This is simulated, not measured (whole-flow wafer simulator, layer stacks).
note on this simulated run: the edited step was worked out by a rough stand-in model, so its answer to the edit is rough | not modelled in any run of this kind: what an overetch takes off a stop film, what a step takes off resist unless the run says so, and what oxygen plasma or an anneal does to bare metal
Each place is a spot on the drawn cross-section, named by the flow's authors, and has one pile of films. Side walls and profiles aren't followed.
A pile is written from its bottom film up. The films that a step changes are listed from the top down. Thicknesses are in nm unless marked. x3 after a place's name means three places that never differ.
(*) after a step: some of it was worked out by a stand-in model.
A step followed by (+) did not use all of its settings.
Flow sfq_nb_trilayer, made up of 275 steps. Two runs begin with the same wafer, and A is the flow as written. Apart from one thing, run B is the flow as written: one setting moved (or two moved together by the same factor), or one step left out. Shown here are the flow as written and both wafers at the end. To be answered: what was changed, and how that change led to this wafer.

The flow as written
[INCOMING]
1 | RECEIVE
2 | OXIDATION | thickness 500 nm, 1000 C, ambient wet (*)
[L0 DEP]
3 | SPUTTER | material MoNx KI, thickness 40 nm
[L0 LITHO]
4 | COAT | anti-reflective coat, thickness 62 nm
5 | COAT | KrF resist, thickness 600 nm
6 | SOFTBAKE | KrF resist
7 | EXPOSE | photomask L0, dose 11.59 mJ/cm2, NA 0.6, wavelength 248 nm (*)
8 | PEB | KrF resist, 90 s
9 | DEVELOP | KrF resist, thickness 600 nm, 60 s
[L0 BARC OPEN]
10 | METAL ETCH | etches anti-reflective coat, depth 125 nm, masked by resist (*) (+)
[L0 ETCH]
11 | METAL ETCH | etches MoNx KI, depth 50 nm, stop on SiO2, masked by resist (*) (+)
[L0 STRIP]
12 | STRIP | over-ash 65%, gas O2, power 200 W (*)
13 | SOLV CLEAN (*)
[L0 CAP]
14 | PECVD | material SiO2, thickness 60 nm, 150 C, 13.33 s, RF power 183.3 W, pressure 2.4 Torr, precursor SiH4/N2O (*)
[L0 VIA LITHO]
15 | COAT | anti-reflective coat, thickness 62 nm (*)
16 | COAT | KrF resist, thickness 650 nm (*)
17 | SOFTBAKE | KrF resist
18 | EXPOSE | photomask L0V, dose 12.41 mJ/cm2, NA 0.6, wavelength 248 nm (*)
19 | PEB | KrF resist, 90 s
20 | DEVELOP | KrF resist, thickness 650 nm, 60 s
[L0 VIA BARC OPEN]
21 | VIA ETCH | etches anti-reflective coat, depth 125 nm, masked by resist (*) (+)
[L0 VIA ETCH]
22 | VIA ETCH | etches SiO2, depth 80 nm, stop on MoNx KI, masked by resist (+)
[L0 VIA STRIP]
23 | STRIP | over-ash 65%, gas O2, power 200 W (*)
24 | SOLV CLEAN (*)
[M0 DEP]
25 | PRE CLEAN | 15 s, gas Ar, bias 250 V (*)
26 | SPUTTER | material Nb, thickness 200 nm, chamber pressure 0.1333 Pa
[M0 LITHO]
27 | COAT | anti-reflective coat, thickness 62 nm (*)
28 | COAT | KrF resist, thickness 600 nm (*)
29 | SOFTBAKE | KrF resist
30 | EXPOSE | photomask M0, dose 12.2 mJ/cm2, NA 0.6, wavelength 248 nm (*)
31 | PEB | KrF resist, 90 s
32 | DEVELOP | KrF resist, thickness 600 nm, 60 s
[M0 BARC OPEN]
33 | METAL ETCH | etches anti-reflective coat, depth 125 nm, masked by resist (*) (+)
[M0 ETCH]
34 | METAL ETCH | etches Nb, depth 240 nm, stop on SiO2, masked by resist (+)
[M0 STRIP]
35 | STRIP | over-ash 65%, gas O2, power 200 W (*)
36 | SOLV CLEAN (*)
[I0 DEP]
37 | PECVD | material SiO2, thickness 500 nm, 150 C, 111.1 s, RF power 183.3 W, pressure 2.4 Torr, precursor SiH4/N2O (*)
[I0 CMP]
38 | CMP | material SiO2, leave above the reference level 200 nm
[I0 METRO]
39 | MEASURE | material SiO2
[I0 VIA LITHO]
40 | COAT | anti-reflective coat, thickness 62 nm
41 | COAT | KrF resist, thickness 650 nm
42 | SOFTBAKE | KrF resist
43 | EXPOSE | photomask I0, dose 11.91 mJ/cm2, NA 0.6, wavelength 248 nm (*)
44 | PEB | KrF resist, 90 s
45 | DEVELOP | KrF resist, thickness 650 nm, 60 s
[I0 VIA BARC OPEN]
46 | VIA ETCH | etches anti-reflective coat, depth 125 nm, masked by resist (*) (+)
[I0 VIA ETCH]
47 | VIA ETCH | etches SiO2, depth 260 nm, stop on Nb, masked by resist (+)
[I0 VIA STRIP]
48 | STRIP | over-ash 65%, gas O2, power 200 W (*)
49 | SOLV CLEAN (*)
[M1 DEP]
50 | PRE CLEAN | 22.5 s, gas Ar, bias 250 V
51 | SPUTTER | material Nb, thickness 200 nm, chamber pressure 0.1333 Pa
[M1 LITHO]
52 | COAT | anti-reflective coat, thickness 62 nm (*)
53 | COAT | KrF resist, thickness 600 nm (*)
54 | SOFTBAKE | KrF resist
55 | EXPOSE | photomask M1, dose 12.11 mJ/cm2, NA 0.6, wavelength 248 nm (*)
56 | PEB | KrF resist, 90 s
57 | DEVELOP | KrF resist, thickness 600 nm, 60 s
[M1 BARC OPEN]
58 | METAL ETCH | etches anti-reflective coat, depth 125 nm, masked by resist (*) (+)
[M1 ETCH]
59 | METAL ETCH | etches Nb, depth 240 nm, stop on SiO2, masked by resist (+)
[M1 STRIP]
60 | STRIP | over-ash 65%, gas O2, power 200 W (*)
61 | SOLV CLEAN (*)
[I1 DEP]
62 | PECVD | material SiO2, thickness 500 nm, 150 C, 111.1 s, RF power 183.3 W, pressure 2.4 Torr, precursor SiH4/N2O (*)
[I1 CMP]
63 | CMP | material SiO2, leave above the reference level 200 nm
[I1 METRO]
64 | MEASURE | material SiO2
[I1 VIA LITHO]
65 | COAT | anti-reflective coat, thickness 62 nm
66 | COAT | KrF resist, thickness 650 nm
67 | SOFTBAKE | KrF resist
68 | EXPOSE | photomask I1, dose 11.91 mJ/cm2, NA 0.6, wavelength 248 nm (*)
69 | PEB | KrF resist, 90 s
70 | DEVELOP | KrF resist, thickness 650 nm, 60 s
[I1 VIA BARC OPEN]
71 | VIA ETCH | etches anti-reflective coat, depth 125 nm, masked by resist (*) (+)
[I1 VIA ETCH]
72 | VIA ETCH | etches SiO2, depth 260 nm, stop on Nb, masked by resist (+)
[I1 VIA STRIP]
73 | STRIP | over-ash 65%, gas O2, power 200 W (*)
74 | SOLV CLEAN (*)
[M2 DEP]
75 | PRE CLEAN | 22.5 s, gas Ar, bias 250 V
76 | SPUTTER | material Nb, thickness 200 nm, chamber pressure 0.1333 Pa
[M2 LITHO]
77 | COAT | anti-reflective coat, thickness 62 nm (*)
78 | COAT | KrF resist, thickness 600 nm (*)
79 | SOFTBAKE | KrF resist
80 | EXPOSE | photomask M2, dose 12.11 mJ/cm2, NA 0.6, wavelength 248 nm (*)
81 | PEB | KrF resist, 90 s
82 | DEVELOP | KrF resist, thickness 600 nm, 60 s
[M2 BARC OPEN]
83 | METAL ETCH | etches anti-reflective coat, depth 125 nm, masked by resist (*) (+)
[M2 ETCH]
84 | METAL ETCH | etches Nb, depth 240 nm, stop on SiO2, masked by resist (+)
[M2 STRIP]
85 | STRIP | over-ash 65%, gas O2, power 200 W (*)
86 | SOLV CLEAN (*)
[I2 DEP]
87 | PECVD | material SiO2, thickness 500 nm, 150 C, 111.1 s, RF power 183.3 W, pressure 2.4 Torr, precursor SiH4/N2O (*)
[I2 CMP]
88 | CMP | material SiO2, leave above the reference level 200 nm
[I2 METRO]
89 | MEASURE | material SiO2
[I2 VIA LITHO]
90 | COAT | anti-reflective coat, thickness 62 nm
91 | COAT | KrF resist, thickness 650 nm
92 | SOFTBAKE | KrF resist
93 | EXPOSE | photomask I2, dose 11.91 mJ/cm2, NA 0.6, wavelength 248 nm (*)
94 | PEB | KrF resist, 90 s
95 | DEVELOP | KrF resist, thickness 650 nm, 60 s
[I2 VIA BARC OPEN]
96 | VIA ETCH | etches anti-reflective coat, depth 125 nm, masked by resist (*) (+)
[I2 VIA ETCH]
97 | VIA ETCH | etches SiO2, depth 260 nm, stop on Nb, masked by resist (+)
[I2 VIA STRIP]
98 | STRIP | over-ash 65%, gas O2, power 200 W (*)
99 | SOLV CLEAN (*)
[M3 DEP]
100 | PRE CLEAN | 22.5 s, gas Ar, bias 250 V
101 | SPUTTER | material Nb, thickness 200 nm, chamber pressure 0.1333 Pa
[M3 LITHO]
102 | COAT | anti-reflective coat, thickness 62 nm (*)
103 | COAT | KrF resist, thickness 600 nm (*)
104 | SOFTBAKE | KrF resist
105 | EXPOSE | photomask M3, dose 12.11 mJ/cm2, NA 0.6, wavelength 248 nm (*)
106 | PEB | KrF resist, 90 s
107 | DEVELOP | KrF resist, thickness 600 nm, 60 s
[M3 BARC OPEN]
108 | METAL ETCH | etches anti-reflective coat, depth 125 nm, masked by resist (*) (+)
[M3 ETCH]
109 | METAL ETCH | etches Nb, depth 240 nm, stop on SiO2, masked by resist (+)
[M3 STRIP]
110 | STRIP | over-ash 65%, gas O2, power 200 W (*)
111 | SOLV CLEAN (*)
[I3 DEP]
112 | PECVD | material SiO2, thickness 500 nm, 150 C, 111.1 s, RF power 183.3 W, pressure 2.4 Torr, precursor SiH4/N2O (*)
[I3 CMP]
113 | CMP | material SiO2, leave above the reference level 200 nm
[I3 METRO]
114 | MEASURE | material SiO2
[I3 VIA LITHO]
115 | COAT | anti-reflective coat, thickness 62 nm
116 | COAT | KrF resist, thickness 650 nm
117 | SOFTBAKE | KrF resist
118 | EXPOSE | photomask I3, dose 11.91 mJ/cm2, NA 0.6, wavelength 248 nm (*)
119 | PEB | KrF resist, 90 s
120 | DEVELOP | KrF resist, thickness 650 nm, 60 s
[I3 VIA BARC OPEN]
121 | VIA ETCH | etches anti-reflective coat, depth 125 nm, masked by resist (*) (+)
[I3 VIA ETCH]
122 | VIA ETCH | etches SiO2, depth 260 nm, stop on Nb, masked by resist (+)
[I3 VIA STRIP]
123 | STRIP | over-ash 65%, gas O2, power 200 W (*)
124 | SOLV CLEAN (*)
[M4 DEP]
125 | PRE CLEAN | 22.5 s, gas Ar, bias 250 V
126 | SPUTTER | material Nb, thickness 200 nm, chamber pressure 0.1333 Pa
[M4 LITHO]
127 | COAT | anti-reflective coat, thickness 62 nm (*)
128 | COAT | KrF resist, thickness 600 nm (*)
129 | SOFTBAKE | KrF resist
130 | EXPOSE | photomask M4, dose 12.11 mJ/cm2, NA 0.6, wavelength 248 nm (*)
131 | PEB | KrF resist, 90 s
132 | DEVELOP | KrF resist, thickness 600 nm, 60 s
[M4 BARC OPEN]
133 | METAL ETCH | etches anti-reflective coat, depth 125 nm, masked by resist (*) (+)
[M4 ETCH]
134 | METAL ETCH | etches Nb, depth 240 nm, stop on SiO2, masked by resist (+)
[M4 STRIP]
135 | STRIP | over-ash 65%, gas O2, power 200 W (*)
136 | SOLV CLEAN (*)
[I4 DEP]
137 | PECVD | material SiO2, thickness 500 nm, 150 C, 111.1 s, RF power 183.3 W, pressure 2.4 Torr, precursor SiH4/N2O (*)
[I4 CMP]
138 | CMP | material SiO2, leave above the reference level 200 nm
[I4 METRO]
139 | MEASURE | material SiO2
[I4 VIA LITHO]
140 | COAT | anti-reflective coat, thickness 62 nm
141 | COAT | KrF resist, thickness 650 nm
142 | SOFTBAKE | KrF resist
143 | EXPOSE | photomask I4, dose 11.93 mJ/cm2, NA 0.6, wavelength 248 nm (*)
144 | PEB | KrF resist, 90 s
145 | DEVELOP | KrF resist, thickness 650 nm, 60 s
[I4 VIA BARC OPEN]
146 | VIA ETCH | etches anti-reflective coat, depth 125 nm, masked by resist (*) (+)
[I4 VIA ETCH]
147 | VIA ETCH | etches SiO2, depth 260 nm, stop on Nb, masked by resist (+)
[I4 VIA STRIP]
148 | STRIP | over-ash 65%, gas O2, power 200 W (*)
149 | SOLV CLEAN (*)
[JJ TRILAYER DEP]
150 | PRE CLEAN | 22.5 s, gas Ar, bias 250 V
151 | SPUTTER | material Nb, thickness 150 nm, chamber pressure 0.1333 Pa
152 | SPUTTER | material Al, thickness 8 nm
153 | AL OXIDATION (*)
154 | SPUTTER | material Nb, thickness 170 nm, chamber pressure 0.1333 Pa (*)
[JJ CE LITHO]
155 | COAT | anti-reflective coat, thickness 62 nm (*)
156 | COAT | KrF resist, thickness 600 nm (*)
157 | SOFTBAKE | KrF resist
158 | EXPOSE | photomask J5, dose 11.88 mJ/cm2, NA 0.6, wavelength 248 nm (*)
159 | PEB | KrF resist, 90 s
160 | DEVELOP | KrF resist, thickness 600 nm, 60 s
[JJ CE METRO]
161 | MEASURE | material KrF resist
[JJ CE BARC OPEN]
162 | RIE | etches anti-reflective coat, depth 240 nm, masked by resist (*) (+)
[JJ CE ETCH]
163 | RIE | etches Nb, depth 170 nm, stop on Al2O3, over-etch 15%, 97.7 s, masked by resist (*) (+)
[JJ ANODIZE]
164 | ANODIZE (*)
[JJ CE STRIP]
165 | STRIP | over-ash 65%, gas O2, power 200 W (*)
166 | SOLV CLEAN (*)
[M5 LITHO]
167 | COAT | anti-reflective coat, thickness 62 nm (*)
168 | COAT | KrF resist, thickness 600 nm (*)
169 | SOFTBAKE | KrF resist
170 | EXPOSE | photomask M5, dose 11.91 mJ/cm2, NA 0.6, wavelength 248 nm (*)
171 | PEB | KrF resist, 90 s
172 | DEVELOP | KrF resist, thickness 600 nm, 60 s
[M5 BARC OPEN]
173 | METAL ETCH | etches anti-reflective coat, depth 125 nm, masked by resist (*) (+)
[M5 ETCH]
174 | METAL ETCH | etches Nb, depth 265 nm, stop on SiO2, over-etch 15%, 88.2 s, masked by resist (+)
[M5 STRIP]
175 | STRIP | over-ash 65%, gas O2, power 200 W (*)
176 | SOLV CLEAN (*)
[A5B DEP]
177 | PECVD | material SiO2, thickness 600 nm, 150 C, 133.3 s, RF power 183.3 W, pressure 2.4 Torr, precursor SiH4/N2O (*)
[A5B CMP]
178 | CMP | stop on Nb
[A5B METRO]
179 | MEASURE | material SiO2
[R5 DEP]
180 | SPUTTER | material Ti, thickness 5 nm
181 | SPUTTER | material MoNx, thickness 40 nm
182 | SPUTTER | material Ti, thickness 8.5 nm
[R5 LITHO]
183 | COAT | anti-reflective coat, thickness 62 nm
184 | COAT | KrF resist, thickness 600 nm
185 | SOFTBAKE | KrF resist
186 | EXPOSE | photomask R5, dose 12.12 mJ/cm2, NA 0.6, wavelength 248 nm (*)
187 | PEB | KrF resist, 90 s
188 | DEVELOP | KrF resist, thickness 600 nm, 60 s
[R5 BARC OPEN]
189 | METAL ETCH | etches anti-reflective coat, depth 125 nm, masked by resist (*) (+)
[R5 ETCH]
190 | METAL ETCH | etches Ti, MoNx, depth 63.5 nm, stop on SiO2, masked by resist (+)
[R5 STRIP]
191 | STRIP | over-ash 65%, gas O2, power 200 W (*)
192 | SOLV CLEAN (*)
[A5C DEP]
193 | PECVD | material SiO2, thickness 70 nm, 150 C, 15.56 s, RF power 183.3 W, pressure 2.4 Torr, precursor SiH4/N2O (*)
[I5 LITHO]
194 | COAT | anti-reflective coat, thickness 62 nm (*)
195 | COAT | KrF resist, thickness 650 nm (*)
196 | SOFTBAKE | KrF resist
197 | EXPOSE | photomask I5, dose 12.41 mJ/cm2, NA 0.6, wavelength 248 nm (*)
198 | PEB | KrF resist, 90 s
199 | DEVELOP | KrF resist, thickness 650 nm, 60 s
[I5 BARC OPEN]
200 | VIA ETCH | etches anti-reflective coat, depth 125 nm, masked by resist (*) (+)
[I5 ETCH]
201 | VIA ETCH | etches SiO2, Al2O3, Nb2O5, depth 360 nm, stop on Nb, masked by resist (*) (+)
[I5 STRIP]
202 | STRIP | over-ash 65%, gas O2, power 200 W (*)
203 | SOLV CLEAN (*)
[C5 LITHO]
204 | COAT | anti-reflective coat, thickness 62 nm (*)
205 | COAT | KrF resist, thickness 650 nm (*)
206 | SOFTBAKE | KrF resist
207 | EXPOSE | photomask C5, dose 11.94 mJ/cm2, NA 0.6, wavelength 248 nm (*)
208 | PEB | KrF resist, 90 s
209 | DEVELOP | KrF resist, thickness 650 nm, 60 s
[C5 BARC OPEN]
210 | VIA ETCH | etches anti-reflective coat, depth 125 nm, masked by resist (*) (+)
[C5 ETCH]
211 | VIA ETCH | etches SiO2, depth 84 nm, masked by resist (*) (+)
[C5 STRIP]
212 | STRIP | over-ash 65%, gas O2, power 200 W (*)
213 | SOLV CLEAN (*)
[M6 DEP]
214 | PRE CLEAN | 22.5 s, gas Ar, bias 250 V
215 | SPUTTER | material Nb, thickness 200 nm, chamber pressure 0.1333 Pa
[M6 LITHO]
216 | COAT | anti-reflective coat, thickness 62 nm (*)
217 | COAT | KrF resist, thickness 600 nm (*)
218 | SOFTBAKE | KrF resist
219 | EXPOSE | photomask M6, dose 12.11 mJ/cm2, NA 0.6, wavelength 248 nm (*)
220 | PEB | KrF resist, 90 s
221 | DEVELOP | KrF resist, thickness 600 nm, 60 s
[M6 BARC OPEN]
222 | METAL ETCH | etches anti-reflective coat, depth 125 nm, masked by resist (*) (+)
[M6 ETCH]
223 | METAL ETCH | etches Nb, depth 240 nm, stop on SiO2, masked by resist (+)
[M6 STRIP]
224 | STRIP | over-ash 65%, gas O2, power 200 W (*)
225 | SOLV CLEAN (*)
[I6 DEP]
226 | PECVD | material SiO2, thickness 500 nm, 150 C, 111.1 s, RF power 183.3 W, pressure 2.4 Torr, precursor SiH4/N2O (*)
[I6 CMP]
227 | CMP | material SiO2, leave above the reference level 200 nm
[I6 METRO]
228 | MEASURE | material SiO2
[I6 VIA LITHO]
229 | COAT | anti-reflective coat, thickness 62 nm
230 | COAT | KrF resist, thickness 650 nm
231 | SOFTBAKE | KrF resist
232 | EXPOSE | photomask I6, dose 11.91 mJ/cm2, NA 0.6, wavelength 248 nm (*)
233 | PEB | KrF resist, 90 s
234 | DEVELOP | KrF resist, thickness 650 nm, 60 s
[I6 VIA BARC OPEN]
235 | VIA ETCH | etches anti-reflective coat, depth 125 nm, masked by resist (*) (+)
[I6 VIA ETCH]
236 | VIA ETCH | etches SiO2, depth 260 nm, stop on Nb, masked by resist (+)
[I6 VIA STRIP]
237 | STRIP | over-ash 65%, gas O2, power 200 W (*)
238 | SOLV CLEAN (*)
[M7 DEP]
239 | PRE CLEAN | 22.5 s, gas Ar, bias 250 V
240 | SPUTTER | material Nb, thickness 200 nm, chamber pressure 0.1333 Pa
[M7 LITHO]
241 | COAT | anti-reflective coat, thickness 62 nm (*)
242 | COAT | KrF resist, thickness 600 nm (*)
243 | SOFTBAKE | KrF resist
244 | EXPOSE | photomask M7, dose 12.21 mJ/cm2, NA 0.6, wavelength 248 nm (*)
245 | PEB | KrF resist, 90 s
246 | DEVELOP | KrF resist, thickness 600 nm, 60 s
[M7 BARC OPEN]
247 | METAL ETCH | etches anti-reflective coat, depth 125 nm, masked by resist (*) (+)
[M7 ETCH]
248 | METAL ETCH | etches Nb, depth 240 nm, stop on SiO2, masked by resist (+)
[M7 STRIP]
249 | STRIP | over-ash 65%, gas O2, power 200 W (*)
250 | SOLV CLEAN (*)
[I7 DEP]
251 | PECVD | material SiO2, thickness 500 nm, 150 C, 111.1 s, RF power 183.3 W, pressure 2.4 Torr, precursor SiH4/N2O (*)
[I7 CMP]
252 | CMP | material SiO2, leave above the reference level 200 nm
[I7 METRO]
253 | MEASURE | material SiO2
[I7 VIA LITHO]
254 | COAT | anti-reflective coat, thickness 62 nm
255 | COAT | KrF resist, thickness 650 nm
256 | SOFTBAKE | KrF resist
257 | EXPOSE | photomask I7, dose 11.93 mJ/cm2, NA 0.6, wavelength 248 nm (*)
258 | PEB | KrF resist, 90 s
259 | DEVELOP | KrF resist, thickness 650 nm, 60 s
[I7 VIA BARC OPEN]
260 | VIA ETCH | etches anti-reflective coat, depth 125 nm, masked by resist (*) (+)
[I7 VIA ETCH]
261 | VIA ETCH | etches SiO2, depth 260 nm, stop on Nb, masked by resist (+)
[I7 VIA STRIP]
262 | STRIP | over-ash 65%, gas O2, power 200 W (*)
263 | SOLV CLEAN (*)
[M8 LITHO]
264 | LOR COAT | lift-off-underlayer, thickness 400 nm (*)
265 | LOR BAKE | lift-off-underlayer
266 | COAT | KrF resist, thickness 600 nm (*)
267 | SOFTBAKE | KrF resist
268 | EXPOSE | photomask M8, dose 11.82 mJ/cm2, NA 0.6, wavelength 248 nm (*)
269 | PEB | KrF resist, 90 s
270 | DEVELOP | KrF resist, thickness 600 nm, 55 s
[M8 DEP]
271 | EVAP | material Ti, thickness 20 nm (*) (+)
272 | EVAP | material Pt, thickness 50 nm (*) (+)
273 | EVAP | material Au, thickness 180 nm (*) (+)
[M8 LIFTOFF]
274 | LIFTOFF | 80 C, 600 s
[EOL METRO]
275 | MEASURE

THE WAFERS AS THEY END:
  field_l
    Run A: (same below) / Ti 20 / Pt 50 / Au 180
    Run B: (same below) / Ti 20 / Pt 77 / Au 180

The reason: step 272, EVAP: thickness 77 nm was run, while the flow as written has thickness 50 nm.
The wafer itself shows it: field_l has Pt 77, and step 272 as written asks for 50 nm.

The path from the change to this, step by step:
  272 | EVAP | material Pt, thickness 50 nm (*) (+)
      field_l, v_sur, via_wl and 103 more: A +50 Pt (new film) | B +77 Pt (new film)
  274 | LIFTOFF | 80 C, 600 s
      p4_fl, p4_fm, p4_w1 and 71 more: A -180 Au (all of it), -50 Pt (all of it), -20 Ti (all of it), -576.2 KrF resist (all of it), -400 lift-off-underlayer (all of it) | B -180 Au (all of it), -77 Pt (all of it), -20 Ti (all of it), -576.2 KrF resist (all of it), -400 lift-off-underlayer (all of it)
      c5j, ce_r: A -180 Au (all of it), -50 Pt (all of it), -20 Ti (all of it), -573.3 KrF resist (all of it), -399.3 lift-off-underlayer (all of it) | B -180 Au (all of it), -77 Pt (all of it), -20 Ti (all of it), -573.3 KrF resist (all of it), -399.3 lift-off-underlayer (all of it)
      (and at 19 other places as well)
